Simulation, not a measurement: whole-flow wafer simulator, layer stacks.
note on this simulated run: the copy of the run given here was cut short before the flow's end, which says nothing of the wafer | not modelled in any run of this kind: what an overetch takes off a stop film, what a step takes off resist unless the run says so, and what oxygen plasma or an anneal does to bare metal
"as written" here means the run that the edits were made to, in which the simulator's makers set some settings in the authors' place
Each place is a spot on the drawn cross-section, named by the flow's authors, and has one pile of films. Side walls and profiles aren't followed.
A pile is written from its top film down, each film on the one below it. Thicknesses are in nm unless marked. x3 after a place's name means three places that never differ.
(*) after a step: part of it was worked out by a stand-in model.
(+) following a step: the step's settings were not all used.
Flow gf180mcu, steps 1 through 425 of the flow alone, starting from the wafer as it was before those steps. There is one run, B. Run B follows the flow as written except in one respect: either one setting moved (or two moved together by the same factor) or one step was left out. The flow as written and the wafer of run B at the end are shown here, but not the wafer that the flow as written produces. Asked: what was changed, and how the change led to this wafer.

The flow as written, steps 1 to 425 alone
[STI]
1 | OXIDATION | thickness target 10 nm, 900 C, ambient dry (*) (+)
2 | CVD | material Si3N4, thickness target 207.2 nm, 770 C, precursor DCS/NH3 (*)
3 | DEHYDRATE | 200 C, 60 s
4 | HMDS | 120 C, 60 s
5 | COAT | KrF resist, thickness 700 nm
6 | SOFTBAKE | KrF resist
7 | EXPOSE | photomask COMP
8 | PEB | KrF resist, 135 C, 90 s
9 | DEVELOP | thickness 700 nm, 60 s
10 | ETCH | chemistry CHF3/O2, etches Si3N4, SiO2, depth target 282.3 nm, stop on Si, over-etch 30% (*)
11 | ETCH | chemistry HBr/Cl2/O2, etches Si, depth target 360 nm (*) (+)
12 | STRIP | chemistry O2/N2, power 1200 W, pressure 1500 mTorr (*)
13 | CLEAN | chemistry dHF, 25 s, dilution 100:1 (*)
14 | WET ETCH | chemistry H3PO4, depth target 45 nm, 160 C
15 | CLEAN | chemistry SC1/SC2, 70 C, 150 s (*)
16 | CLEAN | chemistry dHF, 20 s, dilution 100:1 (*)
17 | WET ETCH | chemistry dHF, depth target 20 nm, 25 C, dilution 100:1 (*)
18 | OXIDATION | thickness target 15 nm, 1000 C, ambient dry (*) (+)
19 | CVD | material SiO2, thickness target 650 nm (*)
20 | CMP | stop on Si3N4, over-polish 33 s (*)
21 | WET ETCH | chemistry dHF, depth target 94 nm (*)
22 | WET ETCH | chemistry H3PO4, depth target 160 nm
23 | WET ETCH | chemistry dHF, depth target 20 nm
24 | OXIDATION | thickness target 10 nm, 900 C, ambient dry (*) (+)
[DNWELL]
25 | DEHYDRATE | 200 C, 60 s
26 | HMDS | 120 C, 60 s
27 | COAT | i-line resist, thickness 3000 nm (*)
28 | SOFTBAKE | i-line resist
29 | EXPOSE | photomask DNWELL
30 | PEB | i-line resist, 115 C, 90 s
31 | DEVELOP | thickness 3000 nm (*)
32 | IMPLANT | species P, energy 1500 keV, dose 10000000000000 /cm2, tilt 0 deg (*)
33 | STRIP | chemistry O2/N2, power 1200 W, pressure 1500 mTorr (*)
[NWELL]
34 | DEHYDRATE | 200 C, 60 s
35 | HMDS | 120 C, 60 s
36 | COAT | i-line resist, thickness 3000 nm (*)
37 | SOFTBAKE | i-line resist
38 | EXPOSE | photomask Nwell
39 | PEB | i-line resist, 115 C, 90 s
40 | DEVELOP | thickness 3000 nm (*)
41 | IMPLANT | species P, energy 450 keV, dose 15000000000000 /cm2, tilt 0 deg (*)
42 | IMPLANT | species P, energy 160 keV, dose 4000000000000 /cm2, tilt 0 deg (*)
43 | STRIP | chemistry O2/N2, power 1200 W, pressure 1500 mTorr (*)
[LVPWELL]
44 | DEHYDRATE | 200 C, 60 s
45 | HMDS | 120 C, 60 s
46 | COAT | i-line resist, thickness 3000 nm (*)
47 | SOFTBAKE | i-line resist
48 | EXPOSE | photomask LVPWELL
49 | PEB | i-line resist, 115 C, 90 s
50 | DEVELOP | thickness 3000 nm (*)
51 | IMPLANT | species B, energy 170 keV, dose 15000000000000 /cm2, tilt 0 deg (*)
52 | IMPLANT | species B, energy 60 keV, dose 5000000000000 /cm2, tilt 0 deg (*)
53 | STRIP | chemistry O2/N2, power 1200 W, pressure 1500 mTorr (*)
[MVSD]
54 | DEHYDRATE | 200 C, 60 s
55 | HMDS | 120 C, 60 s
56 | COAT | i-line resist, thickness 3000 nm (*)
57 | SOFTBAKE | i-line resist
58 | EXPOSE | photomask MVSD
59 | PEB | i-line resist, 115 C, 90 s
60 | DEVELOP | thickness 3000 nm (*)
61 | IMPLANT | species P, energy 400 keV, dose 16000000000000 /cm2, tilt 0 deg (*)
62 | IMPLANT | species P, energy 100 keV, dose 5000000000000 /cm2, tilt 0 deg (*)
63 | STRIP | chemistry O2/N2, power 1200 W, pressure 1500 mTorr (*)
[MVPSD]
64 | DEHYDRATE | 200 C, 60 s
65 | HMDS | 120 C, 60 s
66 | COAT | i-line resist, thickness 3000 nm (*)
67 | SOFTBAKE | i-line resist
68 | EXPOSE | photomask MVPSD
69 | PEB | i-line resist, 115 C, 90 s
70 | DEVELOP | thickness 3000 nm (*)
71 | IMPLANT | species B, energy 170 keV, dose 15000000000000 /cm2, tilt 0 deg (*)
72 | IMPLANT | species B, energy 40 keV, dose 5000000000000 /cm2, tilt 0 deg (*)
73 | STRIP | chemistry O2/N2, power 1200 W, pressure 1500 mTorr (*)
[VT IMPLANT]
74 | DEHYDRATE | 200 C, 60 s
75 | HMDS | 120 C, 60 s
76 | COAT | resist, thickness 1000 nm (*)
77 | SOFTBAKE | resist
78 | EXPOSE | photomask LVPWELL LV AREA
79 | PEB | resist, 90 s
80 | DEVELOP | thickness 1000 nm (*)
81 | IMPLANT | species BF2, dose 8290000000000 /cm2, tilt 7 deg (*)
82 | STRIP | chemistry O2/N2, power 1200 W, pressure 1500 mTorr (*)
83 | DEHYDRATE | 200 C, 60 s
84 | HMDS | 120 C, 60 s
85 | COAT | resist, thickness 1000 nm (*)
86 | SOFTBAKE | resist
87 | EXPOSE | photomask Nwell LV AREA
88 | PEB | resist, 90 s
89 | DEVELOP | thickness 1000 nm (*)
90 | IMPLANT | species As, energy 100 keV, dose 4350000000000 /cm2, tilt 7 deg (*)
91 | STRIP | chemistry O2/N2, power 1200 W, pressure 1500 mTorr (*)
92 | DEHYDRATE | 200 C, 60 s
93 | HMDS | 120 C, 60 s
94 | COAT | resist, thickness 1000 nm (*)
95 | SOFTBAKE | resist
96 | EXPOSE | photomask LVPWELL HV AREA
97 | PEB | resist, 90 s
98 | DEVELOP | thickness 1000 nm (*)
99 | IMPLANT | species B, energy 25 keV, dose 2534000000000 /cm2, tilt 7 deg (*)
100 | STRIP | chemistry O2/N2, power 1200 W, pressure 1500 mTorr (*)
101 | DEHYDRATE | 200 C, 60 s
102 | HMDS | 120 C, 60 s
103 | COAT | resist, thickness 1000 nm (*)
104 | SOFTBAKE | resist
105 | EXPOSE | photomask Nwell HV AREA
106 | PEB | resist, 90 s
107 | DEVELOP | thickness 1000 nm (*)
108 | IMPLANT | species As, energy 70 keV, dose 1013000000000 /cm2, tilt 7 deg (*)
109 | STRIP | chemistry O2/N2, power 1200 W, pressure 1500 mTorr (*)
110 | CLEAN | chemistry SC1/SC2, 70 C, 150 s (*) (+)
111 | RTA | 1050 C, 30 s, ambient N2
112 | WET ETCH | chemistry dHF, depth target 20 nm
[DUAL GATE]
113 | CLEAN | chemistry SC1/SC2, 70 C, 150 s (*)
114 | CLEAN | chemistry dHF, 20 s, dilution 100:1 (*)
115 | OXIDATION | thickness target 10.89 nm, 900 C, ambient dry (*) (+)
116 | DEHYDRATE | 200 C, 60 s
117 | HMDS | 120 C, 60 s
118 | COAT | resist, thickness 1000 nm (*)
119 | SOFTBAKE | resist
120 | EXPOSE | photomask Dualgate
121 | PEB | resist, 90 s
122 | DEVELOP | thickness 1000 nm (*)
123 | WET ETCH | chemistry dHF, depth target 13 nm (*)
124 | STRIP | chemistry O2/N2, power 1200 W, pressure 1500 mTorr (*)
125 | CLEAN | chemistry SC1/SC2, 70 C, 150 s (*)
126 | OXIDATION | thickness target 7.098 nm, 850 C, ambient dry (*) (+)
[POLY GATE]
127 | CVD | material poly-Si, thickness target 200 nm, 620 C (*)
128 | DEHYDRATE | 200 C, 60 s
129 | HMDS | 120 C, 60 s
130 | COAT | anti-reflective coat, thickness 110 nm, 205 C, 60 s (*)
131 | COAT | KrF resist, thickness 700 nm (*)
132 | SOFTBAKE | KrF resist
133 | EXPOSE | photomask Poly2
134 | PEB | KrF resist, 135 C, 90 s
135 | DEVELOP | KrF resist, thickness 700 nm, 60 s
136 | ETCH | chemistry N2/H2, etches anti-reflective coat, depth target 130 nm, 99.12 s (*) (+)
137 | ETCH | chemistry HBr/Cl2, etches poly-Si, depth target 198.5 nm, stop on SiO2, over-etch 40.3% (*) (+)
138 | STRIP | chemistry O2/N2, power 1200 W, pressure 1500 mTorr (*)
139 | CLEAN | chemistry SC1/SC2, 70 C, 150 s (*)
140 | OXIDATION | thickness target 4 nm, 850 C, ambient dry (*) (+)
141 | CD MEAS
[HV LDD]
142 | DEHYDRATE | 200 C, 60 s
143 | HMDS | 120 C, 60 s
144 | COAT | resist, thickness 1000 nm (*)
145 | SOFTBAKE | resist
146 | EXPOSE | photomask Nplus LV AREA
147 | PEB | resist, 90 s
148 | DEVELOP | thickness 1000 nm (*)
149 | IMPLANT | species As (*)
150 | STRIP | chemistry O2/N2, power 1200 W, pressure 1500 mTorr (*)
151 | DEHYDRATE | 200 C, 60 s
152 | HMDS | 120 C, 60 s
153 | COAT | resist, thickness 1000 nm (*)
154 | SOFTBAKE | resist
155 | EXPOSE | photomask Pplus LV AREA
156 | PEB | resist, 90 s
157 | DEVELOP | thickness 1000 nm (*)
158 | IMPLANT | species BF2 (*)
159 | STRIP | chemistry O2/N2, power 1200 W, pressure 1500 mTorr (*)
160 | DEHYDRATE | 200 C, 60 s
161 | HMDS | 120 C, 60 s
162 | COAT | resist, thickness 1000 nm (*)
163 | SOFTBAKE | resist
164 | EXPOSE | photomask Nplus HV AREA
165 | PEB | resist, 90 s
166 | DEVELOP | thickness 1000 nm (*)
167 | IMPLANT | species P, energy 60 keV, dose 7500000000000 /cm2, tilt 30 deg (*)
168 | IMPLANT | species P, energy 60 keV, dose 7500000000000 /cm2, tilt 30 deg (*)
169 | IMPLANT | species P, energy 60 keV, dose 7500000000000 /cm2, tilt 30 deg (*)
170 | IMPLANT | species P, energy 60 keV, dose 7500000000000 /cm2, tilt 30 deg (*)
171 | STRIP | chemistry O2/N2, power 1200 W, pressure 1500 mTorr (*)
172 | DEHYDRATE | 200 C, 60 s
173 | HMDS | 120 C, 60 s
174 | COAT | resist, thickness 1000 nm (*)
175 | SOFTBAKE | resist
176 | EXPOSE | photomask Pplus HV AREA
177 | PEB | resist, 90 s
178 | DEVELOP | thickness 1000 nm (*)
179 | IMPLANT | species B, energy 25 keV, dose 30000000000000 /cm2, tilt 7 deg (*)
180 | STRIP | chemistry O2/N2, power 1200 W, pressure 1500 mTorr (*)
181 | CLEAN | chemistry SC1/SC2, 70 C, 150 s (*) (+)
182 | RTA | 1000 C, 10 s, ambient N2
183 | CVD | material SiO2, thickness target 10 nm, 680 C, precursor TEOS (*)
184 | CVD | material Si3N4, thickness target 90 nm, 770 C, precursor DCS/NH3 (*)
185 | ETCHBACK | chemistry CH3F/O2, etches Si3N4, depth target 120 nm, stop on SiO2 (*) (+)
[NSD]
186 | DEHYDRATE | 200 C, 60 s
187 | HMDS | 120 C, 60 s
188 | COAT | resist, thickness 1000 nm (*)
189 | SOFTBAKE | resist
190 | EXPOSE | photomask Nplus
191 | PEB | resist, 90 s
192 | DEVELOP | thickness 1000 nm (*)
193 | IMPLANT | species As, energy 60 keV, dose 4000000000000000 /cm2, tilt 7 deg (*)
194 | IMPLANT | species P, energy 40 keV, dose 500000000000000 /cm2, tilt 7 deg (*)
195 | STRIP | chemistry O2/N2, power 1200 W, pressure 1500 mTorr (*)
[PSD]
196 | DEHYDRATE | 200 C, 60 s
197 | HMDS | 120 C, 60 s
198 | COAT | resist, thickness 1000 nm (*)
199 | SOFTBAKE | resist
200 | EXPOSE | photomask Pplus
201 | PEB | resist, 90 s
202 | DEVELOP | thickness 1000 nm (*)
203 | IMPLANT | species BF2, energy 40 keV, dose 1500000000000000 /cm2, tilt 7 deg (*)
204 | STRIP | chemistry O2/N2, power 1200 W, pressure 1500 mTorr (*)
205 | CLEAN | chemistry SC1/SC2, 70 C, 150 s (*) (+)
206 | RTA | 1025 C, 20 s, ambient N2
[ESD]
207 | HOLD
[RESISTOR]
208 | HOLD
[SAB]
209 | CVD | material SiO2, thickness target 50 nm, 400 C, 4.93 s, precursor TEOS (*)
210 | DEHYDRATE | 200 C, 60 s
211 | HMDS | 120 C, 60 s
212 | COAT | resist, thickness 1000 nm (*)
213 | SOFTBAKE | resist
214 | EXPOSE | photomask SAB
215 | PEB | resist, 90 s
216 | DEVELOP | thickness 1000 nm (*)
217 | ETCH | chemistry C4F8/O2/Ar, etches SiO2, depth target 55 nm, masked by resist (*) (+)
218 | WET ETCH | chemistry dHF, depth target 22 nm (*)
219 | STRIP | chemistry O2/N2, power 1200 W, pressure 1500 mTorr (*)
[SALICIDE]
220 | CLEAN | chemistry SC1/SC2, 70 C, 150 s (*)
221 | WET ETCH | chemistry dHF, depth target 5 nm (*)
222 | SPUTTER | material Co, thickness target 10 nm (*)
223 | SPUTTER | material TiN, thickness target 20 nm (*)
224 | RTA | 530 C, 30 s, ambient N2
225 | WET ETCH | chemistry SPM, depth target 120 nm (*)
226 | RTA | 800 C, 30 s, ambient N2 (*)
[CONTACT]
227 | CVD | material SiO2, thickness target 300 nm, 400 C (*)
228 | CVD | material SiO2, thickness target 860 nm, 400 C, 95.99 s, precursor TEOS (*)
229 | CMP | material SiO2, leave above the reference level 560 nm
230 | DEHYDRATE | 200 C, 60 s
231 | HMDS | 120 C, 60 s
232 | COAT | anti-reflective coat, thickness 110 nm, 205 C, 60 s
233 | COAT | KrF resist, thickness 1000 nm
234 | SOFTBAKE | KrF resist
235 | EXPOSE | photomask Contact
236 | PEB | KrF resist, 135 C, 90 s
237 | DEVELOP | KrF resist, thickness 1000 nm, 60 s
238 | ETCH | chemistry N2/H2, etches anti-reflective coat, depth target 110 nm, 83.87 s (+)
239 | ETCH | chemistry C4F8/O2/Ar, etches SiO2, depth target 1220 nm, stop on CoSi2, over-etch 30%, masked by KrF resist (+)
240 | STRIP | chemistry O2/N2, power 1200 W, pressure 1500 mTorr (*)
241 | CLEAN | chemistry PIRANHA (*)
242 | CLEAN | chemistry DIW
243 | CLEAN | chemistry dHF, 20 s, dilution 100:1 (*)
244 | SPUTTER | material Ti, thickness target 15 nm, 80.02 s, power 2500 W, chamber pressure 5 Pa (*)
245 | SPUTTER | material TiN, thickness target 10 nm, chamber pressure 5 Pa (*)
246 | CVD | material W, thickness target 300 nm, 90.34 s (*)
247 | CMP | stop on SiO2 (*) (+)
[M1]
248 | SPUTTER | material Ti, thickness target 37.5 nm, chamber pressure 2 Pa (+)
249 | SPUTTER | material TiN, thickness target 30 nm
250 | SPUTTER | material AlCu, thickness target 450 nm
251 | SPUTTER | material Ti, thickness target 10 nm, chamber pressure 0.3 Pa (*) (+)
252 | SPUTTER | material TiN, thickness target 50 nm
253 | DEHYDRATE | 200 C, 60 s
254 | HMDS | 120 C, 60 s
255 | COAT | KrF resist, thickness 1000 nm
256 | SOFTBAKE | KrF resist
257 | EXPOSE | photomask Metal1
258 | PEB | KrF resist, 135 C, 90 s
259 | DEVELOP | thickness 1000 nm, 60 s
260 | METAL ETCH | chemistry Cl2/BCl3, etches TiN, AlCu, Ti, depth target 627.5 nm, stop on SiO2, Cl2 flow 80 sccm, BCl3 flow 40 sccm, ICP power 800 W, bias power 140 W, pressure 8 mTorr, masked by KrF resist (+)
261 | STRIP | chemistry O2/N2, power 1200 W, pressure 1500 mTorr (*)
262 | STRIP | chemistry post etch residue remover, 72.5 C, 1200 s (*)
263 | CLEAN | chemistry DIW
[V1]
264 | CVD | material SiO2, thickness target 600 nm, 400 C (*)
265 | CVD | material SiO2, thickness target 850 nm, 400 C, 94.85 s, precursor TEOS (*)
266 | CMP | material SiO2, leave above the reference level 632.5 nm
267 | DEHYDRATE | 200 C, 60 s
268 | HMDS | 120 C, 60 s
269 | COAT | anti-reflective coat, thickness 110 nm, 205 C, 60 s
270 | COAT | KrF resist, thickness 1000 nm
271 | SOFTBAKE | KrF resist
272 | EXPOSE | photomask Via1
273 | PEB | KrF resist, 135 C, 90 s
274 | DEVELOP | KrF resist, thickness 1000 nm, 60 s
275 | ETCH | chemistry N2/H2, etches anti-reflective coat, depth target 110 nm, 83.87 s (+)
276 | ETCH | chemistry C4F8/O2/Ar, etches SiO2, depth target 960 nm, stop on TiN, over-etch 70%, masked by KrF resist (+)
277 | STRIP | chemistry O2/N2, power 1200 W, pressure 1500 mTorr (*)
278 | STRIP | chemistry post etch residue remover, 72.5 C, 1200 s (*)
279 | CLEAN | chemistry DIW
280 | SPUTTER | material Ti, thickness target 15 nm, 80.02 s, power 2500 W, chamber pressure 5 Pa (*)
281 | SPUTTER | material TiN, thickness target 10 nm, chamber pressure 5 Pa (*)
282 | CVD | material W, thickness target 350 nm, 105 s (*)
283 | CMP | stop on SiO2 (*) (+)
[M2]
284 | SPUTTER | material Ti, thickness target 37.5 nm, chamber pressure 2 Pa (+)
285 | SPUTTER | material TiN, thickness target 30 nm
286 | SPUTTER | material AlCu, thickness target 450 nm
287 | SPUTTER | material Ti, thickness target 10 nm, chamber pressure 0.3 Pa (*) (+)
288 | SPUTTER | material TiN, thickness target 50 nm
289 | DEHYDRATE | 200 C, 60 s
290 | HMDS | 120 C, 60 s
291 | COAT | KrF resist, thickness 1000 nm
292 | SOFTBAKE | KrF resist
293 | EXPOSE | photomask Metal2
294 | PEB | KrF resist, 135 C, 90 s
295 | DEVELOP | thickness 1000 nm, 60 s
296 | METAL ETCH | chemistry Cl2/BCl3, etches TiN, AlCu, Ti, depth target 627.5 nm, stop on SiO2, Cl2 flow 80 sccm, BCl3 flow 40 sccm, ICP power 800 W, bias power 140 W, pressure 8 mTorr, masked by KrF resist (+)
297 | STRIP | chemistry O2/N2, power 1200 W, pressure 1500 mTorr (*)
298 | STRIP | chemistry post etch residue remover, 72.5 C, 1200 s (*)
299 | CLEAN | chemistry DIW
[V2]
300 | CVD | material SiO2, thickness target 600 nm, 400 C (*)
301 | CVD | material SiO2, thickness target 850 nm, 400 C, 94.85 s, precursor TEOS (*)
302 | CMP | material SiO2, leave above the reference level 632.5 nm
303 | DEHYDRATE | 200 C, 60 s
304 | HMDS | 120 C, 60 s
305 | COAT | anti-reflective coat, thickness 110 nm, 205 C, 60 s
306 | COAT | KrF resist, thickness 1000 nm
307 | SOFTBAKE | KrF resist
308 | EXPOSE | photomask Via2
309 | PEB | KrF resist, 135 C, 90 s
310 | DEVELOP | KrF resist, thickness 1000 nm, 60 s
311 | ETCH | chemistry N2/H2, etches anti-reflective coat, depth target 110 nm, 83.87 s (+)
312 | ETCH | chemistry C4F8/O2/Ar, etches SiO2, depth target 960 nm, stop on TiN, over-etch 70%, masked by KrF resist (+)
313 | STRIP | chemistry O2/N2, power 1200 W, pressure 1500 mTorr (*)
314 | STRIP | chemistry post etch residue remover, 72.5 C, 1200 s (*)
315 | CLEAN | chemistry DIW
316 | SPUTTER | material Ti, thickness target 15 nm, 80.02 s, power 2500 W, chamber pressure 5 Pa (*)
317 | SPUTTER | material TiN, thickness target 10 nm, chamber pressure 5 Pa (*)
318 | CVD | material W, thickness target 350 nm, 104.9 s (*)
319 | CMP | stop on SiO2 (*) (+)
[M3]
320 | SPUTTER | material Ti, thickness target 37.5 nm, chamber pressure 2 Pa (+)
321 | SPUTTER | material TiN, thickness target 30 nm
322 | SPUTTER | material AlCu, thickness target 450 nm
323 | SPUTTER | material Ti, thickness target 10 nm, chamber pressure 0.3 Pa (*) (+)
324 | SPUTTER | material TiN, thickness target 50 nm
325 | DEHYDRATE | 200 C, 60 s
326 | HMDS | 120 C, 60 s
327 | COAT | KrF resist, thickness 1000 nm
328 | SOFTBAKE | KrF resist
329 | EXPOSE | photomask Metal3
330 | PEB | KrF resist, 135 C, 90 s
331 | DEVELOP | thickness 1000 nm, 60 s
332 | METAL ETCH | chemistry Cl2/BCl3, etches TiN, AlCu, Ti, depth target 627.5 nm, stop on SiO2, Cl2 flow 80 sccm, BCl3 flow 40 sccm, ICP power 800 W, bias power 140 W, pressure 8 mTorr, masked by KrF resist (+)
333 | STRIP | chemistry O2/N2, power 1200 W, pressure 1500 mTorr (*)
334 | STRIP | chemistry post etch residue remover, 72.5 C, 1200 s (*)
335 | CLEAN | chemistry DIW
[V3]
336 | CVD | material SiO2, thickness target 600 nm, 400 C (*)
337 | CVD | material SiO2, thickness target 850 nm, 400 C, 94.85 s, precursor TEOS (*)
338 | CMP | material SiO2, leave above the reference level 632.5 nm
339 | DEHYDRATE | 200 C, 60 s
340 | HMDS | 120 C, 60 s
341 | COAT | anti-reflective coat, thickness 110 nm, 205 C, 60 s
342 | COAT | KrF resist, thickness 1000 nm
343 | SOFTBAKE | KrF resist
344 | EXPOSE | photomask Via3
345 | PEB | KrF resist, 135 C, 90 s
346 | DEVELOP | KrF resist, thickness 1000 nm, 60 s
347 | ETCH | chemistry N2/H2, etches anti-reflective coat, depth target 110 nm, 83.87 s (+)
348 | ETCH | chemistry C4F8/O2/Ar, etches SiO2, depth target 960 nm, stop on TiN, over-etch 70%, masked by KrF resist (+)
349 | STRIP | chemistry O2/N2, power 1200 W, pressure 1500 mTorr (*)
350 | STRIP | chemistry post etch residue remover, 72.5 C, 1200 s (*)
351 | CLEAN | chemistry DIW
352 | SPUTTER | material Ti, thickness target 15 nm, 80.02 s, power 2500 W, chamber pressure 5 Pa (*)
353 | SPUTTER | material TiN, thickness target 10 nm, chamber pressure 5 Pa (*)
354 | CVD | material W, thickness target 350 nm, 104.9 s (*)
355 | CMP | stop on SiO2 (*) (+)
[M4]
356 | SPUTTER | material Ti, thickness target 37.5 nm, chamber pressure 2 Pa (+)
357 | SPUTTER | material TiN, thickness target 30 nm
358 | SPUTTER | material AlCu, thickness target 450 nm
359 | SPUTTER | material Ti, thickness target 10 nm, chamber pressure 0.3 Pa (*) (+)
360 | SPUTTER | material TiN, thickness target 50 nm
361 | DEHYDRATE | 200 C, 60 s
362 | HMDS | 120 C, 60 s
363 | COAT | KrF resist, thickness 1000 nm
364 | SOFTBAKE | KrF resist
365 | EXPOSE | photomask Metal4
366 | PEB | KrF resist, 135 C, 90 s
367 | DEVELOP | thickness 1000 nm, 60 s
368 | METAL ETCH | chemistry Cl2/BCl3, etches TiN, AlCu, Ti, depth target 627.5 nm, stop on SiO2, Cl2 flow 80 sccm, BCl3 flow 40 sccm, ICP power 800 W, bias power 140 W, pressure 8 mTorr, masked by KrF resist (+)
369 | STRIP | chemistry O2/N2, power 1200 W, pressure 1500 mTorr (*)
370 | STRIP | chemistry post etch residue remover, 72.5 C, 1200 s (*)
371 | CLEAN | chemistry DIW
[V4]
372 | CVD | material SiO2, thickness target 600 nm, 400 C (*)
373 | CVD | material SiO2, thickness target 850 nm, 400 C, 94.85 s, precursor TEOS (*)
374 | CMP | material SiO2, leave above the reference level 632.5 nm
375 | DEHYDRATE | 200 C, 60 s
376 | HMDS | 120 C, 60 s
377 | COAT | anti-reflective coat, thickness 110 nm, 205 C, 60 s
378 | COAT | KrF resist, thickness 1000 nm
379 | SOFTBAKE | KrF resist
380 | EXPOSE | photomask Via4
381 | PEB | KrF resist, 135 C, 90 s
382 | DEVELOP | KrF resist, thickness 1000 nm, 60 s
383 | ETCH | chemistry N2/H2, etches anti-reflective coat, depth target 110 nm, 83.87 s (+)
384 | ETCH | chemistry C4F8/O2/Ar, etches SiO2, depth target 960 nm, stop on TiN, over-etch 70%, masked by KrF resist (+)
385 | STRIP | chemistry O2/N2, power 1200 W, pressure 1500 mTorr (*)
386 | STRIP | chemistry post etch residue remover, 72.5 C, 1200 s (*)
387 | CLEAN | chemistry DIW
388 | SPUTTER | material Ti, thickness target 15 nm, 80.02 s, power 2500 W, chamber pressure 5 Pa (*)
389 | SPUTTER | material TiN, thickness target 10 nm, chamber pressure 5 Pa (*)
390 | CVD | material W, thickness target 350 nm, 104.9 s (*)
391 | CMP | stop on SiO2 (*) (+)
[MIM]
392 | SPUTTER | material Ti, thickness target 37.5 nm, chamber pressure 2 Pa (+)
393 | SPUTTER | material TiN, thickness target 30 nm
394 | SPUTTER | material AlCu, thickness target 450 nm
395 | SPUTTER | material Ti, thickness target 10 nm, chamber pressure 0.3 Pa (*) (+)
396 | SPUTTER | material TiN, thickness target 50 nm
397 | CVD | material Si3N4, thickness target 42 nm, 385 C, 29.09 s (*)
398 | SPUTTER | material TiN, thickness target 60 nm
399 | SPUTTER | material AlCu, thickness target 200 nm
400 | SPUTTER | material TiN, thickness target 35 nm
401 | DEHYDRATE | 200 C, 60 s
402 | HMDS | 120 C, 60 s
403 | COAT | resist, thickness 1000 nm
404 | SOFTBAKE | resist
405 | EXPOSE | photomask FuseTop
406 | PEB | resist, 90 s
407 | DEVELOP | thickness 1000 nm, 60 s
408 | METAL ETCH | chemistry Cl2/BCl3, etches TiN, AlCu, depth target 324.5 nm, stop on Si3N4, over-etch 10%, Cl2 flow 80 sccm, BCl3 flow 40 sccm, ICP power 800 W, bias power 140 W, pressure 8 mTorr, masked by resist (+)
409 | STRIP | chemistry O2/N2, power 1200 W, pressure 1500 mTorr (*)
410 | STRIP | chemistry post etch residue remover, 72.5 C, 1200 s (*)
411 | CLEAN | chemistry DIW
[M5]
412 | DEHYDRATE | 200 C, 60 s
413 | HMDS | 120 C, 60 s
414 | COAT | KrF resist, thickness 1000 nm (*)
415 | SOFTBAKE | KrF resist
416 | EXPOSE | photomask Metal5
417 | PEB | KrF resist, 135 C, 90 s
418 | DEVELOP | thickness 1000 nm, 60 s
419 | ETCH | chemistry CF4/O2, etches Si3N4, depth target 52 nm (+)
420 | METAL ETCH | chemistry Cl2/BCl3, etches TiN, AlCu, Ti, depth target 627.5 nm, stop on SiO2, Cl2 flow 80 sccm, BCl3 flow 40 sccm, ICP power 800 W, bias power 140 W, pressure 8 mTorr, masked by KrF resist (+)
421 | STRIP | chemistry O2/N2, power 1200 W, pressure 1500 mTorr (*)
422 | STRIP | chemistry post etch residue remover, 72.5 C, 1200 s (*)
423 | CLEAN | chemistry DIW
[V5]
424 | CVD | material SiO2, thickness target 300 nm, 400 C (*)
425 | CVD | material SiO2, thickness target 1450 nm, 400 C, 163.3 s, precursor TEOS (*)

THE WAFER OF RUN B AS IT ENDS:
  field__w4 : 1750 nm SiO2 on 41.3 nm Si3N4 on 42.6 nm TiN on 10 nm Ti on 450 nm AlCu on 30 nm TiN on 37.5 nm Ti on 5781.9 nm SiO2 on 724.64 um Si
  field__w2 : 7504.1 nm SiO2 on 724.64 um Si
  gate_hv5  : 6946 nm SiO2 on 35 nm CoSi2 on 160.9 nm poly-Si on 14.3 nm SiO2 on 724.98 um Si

What caused this: step 396, SPUTTER: thickness target 42.6 nm was run, while the flow as written has thickness target 50 nm.
The wafer itself shows it: field__w4 has TiN 42.6, and step 396 as written asks for 50 nm.

How this came from the change, step by step:
  396 | SPUTTER | material TiN, thickness target 50 nm
      field, field__w1, field__w2 and 108 more: TiN gains 42.6 (new film) (it would be, as written: TiN gains 50 (new film))
  420 | METAL ETCH | chemistry Cl2/BCl3, etches TiN, AlCu, Ti, depth target 627.5 nm, stop on SiO2, Cl2 flow 80 sccm, BCl3 flow 40 sccm, ICP power 800 W, bias power 140 W, pressure 8 mTorr, masked by KrF resist (+)
      field, field__w1, field__w2 and 101 more: TiN loses 41.2 (all of it), Ti loses 10 (all of it), AlCu loses 450 (all of it), TiN loses 30 (all of it), Ti loses 37.5 (all of it) (it would be, as written: TiN loses 48.6 (all of it), Ti loses 10 (all of it), AlCu loses 450 (all of it), TiN loses 30 (all of it), Ti loses 37.5 (all of it))
